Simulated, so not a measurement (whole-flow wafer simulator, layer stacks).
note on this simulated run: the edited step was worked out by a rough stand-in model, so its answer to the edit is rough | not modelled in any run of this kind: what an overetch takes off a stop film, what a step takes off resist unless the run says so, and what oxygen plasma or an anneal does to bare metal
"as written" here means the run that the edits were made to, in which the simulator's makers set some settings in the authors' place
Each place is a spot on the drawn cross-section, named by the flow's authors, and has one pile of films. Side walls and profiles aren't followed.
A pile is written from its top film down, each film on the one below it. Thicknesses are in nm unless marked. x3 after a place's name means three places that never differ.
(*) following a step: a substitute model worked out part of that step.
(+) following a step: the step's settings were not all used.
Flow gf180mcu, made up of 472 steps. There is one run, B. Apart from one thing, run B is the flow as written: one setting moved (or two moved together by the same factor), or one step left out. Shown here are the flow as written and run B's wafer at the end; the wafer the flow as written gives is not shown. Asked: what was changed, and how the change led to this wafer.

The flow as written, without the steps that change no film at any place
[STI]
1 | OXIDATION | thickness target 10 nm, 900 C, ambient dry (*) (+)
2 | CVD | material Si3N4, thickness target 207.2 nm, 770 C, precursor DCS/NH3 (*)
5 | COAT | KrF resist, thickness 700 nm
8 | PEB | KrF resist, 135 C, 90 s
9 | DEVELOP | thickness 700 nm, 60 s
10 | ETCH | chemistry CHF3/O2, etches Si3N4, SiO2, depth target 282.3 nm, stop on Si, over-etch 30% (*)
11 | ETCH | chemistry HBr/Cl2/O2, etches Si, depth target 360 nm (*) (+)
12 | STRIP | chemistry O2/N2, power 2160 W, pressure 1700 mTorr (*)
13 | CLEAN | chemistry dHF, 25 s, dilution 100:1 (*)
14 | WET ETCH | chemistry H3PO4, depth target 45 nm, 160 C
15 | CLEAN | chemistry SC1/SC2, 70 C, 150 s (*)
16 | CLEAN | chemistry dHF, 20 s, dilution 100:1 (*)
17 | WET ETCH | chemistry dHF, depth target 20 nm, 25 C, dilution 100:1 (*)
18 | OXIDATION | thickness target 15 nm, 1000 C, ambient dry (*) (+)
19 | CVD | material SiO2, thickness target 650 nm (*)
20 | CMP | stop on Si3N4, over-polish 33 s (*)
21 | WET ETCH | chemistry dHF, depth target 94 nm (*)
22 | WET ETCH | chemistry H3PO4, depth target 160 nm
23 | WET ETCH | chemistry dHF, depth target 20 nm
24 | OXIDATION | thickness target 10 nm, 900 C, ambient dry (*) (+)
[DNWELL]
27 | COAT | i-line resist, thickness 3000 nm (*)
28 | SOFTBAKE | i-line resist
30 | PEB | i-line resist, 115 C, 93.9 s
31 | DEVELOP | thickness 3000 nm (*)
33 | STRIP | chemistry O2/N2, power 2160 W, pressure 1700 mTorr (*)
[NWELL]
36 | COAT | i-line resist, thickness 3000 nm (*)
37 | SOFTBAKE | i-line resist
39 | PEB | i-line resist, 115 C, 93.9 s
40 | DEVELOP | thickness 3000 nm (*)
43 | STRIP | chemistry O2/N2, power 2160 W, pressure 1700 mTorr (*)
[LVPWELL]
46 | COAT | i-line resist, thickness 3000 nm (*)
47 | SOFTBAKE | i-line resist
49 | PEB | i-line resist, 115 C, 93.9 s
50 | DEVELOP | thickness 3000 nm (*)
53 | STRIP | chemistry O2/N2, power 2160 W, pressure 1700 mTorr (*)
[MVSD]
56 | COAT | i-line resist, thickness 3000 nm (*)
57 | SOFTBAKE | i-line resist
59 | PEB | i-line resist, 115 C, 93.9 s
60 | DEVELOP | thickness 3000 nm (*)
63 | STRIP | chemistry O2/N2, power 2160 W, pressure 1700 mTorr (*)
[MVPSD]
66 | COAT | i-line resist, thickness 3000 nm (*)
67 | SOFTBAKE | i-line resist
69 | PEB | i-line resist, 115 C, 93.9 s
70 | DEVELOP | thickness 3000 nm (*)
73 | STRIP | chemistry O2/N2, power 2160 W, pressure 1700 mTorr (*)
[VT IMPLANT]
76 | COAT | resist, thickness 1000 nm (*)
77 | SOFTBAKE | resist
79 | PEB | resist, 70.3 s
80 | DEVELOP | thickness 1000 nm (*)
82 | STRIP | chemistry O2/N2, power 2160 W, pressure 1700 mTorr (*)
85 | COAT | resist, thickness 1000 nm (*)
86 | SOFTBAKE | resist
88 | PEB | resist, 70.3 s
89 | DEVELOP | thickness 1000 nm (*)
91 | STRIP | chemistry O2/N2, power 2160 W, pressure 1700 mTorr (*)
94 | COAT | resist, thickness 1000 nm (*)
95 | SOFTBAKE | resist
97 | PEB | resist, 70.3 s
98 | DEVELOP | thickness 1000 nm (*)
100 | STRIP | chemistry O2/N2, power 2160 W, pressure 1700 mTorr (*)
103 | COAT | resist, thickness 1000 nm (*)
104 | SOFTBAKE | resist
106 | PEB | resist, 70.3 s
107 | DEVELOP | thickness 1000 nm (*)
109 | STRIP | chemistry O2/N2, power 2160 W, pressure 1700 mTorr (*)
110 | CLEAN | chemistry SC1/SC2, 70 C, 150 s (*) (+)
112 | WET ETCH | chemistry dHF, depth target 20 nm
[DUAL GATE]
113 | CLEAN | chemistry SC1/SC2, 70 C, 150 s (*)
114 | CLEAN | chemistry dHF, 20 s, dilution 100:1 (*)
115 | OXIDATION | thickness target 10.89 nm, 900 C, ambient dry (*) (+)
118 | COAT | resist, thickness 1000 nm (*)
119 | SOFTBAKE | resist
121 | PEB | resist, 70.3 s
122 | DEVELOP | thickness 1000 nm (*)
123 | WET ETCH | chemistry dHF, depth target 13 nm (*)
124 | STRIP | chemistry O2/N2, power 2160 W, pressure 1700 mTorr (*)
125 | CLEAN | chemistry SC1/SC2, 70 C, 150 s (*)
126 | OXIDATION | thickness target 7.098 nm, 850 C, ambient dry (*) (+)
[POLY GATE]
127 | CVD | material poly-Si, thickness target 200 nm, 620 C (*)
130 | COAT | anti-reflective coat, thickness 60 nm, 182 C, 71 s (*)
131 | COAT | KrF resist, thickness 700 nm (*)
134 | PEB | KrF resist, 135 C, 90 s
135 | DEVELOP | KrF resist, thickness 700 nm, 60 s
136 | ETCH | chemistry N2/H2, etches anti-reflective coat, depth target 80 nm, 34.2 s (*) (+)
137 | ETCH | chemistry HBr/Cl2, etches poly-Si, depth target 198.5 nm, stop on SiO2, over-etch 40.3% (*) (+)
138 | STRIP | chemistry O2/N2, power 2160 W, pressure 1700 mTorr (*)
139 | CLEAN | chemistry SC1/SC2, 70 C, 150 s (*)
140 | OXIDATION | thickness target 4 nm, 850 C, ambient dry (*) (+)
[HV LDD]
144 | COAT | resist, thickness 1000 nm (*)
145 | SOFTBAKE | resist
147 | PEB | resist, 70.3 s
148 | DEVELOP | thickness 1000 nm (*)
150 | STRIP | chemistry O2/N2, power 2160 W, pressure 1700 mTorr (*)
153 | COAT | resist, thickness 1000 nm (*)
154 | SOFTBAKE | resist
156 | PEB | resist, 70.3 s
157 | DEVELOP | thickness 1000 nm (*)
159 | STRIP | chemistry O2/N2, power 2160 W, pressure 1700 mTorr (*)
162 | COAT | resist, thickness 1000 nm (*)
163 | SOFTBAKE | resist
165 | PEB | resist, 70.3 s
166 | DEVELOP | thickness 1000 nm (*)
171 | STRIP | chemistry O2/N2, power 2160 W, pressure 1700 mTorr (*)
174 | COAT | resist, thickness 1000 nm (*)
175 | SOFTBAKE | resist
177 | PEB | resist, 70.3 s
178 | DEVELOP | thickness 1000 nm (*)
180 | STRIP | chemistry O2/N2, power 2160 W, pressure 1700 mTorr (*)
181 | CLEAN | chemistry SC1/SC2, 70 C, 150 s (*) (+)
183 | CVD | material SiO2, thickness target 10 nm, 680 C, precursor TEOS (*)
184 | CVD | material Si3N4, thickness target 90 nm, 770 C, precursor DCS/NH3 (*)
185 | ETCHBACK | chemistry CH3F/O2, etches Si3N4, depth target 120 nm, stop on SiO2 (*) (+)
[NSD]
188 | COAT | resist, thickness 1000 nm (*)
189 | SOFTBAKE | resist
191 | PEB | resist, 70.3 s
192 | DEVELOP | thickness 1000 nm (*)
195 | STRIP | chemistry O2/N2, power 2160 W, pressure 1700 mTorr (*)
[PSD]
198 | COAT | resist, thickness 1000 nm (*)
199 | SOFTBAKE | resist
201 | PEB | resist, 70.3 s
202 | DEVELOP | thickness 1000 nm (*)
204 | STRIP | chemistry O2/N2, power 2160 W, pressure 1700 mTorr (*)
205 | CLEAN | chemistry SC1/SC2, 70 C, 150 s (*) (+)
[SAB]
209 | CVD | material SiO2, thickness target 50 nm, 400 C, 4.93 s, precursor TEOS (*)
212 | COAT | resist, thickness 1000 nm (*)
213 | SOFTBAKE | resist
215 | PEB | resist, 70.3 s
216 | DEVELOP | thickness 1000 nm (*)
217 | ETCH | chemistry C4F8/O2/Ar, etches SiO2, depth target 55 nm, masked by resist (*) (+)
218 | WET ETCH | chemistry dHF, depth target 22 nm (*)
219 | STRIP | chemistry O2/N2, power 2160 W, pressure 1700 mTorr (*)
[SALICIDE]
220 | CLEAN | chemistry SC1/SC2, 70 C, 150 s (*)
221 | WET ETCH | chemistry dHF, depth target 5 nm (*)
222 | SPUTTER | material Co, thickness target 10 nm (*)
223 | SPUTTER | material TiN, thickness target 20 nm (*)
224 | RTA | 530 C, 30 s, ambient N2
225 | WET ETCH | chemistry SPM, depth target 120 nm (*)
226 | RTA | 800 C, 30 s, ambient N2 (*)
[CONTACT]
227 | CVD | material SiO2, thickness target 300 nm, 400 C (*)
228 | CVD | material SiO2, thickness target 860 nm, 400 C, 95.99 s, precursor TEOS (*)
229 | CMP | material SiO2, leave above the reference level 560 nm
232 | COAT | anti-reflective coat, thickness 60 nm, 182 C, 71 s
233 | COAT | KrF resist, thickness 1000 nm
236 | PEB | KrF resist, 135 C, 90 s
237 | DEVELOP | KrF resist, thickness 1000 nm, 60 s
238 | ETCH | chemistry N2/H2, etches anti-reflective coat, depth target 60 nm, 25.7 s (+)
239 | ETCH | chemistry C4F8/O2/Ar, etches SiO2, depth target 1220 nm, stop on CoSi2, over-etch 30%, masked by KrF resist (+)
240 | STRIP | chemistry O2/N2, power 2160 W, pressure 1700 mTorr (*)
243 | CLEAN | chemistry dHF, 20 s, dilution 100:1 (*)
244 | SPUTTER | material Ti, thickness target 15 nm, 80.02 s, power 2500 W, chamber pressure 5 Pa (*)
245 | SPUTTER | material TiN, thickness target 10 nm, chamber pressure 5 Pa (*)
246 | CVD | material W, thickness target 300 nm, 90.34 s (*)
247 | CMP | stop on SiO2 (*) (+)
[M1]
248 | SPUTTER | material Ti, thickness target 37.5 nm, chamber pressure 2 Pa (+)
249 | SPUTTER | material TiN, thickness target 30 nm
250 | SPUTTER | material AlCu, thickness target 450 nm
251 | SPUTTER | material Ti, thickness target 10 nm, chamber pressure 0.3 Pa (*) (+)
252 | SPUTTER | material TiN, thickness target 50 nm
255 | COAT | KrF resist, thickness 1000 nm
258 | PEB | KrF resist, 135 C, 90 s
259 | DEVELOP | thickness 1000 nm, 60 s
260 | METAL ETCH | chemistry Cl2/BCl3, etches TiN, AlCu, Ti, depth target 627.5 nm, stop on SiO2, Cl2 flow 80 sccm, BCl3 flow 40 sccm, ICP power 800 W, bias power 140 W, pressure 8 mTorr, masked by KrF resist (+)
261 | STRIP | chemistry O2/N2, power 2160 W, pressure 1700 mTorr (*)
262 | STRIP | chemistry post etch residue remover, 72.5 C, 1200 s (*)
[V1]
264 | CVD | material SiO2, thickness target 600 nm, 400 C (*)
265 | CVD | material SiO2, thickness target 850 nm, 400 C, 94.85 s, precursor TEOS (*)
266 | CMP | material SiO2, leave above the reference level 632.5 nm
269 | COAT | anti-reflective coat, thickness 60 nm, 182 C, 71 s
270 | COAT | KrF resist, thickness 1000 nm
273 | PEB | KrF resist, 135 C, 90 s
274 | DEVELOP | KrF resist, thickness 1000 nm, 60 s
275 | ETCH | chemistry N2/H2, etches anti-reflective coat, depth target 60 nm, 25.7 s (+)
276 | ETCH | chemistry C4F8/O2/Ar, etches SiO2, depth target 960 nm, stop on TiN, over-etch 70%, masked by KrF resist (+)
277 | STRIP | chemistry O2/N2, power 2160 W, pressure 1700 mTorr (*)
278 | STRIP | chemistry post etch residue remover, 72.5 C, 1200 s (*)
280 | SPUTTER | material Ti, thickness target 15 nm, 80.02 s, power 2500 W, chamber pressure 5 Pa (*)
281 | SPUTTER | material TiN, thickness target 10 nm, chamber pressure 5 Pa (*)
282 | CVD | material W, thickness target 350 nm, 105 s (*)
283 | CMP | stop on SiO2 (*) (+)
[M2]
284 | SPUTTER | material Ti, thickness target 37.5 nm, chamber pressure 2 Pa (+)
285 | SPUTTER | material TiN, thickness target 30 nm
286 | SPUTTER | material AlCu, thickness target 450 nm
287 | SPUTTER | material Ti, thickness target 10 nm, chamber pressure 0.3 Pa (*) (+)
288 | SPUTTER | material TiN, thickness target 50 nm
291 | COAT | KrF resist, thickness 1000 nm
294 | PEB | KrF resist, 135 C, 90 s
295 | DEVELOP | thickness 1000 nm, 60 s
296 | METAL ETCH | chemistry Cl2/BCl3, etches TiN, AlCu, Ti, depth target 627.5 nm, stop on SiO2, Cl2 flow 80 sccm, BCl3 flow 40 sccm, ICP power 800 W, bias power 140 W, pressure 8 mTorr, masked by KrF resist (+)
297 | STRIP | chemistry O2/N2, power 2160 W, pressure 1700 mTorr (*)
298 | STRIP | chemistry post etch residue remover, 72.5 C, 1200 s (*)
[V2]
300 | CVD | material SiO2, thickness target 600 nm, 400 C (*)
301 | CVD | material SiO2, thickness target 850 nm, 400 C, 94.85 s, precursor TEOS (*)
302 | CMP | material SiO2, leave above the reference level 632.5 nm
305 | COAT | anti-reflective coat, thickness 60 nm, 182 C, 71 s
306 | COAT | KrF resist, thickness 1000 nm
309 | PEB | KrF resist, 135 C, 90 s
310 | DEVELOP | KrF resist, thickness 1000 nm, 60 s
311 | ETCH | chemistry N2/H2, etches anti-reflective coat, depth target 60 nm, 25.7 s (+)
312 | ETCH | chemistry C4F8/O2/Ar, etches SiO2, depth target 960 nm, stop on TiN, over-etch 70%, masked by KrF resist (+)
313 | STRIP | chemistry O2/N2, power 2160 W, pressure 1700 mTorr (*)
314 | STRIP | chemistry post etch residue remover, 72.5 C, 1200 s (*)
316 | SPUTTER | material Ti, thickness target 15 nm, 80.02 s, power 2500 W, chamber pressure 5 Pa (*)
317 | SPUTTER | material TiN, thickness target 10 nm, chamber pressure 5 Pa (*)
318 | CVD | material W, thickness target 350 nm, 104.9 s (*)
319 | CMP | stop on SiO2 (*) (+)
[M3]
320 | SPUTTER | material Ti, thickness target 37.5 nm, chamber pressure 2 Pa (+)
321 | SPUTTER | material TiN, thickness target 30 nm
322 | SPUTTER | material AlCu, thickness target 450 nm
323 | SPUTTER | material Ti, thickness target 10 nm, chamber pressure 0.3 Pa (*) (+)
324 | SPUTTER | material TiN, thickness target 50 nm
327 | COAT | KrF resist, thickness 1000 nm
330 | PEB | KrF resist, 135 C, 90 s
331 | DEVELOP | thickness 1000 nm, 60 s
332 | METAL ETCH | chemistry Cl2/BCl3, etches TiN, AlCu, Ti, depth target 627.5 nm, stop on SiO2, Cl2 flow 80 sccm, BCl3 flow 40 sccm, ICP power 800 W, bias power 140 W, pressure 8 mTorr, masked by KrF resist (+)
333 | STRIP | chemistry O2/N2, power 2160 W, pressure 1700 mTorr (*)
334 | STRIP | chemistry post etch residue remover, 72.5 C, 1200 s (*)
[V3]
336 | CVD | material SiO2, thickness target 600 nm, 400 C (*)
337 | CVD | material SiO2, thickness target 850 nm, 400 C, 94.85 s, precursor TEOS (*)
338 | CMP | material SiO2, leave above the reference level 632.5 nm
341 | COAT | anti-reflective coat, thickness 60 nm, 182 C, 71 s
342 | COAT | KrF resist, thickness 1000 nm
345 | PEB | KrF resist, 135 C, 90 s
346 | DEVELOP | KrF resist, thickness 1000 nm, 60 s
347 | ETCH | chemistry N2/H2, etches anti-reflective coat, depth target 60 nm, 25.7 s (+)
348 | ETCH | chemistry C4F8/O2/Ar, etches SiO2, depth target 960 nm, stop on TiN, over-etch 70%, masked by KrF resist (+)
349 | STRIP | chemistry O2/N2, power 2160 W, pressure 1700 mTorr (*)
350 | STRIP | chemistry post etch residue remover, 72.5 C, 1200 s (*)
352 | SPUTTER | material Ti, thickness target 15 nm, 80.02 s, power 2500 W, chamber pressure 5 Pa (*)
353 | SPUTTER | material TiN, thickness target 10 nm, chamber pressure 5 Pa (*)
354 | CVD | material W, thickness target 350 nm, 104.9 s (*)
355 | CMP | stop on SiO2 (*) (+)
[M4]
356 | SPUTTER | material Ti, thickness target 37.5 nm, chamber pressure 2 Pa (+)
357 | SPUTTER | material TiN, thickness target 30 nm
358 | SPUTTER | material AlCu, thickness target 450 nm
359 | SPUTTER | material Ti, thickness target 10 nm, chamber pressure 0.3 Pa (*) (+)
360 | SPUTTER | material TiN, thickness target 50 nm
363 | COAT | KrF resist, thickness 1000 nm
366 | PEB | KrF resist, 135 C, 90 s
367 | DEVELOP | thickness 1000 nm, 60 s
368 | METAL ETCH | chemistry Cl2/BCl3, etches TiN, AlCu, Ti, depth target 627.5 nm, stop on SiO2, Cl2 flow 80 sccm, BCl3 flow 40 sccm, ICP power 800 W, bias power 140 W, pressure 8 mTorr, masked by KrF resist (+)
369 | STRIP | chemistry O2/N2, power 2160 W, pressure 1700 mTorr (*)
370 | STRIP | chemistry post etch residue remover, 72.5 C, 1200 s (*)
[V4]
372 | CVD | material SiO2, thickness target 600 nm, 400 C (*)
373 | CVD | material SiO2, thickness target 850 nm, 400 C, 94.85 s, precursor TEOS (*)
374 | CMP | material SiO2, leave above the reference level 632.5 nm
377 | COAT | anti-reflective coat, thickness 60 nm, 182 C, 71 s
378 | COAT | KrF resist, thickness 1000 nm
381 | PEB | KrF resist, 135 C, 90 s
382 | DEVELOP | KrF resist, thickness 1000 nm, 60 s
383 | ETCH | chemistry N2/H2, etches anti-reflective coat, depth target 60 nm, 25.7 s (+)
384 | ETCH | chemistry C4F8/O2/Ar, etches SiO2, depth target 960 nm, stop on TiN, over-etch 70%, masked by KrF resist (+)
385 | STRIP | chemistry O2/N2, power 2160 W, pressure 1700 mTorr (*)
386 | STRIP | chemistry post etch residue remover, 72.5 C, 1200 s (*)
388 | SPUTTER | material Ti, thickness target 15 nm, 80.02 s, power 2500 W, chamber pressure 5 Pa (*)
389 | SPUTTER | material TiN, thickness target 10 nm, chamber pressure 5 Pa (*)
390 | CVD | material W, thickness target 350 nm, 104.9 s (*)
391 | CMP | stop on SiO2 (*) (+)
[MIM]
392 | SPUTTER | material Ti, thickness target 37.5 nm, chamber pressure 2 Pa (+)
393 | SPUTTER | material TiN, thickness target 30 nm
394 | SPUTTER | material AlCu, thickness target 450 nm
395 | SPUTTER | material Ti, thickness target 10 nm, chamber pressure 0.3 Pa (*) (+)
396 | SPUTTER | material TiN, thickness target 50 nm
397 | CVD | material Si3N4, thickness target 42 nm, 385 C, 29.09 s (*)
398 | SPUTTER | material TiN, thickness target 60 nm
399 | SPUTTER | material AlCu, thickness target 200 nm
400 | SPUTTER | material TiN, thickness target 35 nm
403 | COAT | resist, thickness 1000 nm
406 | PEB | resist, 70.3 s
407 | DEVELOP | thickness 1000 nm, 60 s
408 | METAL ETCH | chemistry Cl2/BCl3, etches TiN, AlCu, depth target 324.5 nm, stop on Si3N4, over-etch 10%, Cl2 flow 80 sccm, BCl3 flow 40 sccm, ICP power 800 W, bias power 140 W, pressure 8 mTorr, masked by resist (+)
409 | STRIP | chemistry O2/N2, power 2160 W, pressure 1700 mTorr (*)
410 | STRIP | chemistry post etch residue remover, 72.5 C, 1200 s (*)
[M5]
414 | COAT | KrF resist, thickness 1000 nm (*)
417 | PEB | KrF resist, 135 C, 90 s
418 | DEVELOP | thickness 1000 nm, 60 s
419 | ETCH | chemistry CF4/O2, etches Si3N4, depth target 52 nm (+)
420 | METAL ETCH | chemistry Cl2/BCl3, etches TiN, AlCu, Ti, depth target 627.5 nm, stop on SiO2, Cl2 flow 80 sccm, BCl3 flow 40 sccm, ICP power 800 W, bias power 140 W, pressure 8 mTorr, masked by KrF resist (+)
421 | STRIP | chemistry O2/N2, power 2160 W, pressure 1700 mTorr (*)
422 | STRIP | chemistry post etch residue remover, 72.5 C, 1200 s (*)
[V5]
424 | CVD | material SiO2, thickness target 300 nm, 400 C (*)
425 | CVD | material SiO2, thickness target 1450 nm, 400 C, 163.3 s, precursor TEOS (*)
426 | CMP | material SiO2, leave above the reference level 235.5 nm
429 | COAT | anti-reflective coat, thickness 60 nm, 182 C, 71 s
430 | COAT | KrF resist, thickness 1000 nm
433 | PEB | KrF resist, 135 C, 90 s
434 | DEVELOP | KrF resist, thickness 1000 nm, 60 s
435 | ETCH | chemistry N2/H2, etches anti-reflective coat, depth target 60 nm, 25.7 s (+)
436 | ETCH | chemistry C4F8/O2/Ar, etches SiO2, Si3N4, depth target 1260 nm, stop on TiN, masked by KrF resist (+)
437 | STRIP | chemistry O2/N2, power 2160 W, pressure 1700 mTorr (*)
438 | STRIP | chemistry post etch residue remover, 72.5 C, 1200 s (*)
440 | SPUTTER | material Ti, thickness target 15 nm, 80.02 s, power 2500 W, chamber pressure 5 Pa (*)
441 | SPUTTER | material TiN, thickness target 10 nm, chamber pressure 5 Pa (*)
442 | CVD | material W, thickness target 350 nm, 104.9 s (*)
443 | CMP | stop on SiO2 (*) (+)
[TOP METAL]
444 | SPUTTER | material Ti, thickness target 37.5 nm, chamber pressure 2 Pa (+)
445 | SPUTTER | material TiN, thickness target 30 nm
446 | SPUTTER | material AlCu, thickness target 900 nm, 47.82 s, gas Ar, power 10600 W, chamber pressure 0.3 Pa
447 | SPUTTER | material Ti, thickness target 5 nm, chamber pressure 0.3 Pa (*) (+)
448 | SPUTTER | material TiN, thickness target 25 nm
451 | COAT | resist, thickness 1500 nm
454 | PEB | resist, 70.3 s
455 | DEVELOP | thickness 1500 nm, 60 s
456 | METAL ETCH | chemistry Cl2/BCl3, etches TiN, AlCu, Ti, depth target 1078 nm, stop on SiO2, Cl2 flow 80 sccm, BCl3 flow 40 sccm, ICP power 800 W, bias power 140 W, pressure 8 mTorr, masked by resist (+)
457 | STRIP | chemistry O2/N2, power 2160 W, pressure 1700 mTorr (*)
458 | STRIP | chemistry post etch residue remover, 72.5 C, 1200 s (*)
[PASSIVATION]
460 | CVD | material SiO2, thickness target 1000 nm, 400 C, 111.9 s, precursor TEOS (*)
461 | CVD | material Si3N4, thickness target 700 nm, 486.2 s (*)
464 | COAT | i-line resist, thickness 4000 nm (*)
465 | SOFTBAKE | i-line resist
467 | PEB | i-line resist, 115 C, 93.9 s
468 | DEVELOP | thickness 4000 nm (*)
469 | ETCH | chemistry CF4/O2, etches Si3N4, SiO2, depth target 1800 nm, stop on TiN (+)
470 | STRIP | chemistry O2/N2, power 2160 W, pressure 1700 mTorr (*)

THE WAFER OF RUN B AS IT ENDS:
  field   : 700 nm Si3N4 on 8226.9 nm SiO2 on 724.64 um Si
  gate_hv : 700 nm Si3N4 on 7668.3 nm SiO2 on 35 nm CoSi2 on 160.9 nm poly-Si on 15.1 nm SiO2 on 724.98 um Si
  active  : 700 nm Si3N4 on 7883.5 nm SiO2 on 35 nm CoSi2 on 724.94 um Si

Cause: step 126, OXIDATION: thickness target 8.092 nm was run, whereas the flow has thickness target 7.098 nm.

Step by step, how the change led to this:
  126 | OXIDATION | thickness target 7.098 nm, 850 C, ambient dry (*) (+)
      gate_hv, active_hv, active_nat and 25 more: SiO2 gains 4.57, Si loses 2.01 (in the flow as written it would be: SiO2 gains 3.72, Si loses 1.64)
      active, n_well, p_well and 12 more: SiO2 gains 8.09 (new film), chemical SiO2 loses 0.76 (all of it), Si loses 3.23 (in the flow as written it would be: SiO2 gains 7.1 (new film), chemical SiO2 loses 0.76 (all of it), Si loses 2.79)
  189 | SOFTBAKE | resist
      nw_enc_fld_lv__w3: resist loses 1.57 (in the flow as written it would be: resist gains 2.11)
  199 | SOFTBAKE | resist
      nw_enc_fld_lv__w3: resist loses 1.57 (in the flow as written it would be: resist gains 2.11)
  218 | WET ETCH | chemistry dHF, depth target 22 nm (*)
      active, p_well, sd_n, iso_ptap_pw, iso_ntap_nw, iso_ptap_sub, vpnp_e: SiO2 loses 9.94 (all of it) (in the flow as written it would be: SiO2 loses 9.01 (all of it))
      ldn_tap, ldn_src, ldn_drn, ldp_tap, ldp_src, ldp_drn, ldp_gr: SiO2 loses 16.8 (all of it) (in the flow as written it would be: SiO2 loses 16 (all of it))
      (as well as at 9 more places)
